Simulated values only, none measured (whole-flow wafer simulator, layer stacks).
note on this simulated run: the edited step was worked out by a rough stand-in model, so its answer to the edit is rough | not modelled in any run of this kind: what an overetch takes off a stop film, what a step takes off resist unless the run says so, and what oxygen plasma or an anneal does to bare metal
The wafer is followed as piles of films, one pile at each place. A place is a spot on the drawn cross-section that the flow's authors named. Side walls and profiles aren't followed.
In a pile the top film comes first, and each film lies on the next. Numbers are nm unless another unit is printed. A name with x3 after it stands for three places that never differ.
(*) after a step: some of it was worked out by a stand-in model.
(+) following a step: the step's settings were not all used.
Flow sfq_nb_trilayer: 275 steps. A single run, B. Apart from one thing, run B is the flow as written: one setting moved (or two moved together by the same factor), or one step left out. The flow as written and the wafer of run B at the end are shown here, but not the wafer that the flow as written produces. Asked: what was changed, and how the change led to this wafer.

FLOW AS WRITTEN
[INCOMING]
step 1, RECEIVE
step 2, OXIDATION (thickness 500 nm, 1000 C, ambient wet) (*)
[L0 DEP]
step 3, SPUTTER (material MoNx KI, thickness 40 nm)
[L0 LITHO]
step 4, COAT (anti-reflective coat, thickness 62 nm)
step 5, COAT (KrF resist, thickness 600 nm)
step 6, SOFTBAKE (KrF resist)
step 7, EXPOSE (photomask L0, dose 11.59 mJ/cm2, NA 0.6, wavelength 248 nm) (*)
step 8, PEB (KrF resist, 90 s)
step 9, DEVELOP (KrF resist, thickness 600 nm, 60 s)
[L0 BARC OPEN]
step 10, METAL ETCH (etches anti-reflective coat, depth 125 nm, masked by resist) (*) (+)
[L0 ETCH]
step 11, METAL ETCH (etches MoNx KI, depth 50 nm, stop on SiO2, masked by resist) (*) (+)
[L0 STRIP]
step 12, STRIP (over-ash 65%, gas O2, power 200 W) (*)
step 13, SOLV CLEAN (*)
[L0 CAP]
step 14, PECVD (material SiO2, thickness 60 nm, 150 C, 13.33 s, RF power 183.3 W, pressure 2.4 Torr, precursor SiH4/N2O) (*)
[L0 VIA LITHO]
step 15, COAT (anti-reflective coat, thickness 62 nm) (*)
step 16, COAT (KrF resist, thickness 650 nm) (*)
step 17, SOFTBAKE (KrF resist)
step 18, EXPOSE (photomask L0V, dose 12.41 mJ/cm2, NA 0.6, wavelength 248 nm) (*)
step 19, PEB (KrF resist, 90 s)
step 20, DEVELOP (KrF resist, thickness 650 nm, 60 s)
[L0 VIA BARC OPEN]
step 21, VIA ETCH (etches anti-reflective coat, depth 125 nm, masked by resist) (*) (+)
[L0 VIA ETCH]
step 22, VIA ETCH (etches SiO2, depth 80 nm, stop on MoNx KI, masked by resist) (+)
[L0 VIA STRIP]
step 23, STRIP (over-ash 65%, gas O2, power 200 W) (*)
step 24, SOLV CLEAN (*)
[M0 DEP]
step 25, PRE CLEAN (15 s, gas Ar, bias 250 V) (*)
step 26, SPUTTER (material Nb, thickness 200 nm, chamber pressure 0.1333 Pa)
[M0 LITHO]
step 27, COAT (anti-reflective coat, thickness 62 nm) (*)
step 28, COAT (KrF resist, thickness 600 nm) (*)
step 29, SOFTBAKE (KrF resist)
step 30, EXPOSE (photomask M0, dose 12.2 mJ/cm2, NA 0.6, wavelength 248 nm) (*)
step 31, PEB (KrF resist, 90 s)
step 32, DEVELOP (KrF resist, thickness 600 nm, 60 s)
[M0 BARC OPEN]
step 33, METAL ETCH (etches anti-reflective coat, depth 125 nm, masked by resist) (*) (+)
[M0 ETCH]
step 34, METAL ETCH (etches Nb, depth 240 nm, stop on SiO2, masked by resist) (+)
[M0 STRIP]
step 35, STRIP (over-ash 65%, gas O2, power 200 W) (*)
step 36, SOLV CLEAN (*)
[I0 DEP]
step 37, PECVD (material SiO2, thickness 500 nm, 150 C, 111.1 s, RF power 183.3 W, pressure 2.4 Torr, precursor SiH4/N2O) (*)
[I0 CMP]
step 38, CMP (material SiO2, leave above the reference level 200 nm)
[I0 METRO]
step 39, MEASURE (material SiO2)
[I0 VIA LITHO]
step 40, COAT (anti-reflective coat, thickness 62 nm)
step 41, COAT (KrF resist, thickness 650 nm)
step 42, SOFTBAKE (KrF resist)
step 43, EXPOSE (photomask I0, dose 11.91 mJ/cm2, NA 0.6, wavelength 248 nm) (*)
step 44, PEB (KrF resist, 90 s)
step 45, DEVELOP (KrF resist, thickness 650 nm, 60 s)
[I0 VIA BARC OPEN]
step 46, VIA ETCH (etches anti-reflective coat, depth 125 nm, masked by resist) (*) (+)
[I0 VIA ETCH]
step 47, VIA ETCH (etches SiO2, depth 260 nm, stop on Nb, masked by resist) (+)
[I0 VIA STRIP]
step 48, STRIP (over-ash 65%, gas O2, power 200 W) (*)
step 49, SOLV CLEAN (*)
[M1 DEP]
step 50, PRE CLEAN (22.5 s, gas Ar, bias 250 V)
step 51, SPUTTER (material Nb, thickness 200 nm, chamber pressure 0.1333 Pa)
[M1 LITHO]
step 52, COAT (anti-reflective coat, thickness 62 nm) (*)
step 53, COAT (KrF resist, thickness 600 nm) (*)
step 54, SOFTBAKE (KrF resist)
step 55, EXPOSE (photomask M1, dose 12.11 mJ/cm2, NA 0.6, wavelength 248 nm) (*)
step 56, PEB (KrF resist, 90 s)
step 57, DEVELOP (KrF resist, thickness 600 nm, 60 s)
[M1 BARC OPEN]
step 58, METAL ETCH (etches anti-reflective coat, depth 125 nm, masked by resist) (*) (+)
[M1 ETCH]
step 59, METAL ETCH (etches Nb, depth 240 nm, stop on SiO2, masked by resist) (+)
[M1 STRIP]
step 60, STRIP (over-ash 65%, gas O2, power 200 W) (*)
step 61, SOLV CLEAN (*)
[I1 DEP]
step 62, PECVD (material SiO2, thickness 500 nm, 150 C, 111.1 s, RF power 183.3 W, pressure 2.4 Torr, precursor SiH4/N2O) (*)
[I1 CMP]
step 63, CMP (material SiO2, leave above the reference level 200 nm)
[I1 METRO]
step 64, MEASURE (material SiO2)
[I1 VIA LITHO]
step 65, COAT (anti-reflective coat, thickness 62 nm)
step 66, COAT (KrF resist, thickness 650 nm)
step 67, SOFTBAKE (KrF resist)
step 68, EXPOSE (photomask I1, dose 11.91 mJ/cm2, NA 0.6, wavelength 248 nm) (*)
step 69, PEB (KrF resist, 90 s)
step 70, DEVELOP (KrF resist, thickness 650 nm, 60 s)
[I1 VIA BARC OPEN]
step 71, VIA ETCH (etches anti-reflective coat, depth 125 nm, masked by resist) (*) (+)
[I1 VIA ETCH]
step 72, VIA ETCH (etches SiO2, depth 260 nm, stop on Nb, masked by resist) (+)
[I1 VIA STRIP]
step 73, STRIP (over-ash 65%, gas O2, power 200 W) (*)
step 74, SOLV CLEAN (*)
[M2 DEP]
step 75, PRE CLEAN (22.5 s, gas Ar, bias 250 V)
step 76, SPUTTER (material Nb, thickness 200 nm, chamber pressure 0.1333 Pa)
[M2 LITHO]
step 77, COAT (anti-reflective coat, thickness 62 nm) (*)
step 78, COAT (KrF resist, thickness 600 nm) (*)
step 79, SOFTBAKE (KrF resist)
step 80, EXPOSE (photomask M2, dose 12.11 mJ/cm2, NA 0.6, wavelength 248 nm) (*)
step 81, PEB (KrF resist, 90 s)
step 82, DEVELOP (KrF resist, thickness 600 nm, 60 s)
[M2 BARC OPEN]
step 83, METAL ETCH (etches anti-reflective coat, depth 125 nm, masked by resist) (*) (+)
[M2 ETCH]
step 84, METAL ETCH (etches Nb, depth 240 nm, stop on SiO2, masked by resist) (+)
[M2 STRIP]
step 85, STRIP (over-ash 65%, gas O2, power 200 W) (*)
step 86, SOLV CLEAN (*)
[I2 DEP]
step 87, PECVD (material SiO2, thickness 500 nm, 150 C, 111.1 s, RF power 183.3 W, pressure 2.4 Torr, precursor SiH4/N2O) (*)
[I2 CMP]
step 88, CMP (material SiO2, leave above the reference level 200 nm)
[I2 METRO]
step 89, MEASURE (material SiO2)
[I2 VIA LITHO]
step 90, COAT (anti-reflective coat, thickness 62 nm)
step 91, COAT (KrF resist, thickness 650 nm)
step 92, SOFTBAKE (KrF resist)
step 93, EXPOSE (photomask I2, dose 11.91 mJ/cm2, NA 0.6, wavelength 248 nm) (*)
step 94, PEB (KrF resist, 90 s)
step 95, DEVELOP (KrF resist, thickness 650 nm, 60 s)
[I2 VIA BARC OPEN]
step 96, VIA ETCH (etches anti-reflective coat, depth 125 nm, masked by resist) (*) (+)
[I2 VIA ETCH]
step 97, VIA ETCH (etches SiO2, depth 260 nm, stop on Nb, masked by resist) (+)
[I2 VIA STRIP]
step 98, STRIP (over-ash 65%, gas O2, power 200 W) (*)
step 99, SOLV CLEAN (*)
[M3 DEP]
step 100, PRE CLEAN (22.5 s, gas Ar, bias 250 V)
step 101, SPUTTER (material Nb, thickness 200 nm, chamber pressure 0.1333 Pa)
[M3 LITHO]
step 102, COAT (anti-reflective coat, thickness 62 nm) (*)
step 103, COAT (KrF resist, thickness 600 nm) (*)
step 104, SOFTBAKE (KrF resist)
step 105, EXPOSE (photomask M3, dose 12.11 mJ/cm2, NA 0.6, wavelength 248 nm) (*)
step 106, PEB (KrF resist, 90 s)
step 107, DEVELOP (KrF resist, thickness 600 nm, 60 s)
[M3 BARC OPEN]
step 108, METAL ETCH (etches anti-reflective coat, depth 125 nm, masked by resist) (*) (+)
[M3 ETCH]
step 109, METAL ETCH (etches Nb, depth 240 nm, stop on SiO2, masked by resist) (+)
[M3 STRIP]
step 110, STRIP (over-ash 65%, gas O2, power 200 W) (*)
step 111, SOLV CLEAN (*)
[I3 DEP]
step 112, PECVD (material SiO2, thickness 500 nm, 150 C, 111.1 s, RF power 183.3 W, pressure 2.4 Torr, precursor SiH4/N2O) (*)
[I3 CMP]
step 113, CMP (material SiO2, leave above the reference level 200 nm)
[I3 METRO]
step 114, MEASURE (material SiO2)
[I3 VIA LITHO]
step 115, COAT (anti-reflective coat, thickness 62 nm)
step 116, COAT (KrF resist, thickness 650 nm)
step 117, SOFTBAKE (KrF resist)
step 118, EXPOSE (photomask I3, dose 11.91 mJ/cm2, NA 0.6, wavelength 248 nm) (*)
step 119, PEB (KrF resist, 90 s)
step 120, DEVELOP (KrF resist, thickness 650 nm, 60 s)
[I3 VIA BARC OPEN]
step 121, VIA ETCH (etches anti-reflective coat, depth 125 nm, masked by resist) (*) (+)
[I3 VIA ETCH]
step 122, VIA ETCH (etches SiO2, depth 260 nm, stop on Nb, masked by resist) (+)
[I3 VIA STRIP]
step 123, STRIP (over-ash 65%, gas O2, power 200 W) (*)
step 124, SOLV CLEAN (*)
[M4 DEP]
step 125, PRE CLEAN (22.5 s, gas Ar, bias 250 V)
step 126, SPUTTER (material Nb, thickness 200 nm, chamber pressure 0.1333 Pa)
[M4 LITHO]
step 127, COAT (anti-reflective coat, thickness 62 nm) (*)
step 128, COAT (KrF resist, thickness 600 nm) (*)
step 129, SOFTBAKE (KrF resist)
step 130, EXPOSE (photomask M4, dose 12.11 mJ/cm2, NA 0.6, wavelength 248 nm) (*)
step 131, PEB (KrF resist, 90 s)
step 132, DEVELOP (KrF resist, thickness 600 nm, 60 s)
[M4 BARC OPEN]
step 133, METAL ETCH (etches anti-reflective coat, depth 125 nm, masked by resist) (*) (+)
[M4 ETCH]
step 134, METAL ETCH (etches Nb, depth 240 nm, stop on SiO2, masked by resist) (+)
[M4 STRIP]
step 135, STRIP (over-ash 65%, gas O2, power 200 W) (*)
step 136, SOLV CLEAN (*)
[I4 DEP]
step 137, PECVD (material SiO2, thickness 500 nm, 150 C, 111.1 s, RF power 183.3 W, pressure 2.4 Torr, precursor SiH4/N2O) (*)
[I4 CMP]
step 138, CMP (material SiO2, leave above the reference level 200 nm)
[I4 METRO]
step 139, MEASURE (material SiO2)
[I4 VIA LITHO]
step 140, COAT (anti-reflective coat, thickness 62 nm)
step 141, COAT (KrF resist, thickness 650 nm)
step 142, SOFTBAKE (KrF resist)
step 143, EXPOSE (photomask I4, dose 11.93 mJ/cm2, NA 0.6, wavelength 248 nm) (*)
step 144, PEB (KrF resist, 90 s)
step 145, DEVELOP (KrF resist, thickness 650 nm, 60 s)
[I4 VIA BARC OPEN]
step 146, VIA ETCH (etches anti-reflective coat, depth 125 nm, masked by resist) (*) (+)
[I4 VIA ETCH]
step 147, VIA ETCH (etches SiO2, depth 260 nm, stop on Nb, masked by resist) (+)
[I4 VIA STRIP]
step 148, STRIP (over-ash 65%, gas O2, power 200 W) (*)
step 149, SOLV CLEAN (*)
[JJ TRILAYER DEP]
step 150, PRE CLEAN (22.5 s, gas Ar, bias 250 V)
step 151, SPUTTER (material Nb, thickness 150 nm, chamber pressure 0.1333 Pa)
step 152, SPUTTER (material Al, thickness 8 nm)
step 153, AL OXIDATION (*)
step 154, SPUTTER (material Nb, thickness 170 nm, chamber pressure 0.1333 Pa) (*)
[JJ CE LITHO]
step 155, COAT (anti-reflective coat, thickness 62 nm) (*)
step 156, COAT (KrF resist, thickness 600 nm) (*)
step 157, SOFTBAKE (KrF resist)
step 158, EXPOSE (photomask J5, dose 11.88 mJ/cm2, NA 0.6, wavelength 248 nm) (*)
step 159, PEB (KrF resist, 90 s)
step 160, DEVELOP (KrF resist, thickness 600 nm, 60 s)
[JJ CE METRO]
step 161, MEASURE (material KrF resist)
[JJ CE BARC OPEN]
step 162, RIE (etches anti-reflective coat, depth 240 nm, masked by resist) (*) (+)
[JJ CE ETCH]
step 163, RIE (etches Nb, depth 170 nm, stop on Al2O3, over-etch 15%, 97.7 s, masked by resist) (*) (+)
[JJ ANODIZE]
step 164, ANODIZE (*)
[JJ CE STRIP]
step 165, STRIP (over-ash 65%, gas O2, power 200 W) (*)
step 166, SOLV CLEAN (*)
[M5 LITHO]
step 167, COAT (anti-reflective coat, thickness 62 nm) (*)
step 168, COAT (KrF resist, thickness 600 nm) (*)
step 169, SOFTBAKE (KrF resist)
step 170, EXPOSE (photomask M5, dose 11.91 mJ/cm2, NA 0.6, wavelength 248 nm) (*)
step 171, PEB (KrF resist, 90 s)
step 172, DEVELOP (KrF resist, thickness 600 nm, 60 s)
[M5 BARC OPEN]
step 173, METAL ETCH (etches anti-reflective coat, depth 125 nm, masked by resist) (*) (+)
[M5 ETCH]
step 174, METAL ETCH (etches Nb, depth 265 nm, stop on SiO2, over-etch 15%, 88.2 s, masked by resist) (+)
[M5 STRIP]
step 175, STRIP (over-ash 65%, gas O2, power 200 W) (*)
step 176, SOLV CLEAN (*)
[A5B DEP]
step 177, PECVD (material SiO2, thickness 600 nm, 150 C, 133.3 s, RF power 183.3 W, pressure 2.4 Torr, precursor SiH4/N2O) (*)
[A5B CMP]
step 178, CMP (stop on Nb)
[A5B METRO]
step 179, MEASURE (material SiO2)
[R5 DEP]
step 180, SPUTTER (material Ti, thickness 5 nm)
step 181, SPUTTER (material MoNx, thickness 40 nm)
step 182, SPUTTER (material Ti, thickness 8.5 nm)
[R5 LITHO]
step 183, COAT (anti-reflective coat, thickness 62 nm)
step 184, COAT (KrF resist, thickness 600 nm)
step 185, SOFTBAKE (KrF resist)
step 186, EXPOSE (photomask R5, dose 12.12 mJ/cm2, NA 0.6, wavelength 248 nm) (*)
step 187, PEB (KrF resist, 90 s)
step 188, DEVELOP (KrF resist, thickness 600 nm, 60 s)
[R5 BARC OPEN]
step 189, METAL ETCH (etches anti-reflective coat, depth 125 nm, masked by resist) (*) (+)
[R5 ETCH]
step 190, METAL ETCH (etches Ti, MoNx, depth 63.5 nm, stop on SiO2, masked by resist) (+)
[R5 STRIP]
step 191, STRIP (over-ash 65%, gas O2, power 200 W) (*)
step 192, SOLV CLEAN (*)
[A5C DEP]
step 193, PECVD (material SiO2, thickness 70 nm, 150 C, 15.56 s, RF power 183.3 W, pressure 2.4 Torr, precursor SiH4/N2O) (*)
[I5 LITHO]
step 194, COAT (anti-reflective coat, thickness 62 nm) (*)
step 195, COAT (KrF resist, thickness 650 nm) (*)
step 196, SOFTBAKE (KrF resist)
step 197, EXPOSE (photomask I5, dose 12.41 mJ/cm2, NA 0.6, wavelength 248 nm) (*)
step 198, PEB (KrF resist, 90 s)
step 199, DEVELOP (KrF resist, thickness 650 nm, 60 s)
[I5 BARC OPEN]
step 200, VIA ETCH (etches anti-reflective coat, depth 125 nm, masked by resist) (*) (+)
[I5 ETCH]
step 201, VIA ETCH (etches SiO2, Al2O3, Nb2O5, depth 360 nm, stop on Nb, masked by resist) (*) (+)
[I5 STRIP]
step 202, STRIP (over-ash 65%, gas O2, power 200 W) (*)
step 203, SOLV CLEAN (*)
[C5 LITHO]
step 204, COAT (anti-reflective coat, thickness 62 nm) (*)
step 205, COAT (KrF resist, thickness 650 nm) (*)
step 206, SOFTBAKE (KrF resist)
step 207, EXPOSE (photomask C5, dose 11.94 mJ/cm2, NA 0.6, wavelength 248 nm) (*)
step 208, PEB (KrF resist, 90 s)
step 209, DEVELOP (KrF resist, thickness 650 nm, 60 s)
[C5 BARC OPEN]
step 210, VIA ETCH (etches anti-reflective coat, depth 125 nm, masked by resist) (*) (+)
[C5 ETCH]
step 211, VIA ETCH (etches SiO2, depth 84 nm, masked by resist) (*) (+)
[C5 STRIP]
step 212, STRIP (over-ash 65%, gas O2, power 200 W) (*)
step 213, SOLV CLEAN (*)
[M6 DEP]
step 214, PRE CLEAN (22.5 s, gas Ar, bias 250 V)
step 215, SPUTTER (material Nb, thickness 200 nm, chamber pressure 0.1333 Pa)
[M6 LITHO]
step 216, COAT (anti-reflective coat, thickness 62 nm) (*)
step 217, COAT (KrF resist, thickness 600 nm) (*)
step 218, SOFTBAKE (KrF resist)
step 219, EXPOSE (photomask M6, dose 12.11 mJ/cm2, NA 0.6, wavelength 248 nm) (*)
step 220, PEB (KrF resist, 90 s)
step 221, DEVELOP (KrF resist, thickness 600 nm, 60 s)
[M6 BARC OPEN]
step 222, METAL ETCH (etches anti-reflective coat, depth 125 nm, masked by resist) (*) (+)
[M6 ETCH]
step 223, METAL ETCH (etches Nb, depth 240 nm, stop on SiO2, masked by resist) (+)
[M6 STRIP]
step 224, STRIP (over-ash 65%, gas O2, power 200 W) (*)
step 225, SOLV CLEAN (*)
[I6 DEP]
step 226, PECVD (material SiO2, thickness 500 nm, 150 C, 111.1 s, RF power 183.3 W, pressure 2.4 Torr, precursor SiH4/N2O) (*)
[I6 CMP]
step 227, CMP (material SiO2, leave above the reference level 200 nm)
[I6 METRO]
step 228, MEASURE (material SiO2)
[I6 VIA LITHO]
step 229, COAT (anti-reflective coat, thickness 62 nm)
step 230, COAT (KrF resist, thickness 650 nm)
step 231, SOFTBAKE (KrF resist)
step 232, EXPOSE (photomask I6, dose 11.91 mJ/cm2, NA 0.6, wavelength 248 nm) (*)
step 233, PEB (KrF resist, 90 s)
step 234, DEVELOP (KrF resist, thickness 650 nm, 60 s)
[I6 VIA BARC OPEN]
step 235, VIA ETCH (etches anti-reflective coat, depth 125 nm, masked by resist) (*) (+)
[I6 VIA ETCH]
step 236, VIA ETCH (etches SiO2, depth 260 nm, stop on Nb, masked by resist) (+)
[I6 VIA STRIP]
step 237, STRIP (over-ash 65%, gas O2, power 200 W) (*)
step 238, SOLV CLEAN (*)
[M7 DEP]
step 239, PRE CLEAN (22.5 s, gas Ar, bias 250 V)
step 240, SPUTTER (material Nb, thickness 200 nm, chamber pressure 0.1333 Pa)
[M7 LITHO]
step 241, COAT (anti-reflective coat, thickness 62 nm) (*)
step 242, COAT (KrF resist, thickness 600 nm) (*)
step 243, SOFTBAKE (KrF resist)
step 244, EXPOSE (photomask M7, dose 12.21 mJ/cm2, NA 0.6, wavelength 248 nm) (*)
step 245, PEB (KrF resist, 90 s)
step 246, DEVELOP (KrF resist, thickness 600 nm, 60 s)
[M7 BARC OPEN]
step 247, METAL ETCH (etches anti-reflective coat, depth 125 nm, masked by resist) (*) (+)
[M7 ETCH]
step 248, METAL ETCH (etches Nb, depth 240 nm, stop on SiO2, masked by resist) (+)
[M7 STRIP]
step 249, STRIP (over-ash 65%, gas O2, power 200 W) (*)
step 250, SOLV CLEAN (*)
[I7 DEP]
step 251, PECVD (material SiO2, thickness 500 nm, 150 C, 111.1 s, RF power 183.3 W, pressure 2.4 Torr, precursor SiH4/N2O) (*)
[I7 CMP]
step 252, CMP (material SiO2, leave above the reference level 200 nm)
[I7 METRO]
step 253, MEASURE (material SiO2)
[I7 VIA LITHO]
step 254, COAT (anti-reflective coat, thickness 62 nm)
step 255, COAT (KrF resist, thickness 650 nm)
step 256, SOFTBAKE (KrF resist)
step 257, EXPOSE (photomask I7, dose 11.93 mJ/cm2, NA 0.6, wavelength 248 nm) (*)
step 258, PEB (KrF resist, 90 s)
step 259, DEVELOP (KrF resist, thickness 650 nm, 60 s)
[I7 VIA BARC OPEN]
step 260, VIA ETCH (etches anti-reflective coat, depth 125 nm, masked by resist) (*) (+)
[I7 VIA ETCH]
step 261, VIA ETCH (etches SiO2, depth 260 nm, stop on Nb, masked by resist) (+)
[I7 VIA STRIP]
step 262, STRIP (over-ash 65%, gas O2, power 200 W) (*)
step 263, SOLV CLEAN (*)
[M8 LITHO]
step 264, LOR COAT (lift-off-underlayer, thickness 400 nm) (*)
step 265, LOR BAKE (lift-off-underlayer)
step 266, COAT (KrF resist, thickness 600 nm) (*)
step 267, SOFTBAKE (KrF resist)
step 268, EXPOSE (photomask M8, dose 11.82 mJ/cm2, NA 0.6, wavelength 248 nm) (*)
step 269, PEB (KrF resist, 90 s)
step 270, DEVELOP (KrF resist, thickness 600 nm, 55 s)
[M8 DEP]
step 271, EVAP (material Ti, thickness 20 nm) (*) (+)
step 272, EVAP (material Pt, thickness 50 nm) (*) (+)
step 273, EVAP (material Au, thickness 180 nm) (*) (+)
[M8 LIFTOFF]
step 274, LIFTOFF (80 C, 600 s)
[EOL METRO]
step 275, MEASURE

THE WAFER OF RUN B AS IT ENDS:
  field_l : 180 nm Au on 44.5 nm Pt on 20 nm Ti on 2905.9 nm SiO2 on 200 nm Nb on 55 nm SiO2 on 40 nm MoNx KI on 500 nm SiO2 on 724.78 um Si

What caused this: step 272, EVAP: thickness 44.5 nm was run, whereas the flow has thickness 50 nm.
The wafer lets one read it off: field_l has Pt 44.5, and step 272 as written asks for 50 nm.

Step by step, how the change led to this:
  step 272, EVAP (material Pt, thickness 50 nm) (*) (+)
      field_l, v_sur, via_wl and 103 more: Pt gains 44.5 (new film) (in the flow as written it would be: Pt gains 50 (new film))
  step 274, LIFTOFF (80 C, 600 s)
      p4_fl, p4_fm, p4_w1 and 71 more: Au loses 180 (all of it), Pt loses 44.5 (all of it), Ti loses 20 (all of it), KrF resist loses 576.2 (all of it), lift-off-underlayer loses 400 (all of it) (in the flow as written it would be: Au loses 180 (all of it), Pt loses 50 (all of it), Ti loses 20 (all of it), KrF resist loses 576.2 (all of it), lift-off-underlayer loses 400 (all of it))
      c5j, ce_r: Au loses 180 (all of it), Pt loses 44.5 (all of it), Ti loses 20 (all of it), KrF resist loses 573.3 (all of it), lift-off-underlayer loses 399.3 (all of it) (in the flow as written it would be: Au loses 180 (all of it), Pt loses 50 (all of it), Ti loses 20 (all of it), KrF resist loses 573.3 (all of it), lift-off-underlayer loses 399.3 (all of it))
      (and at 19 other places as well)
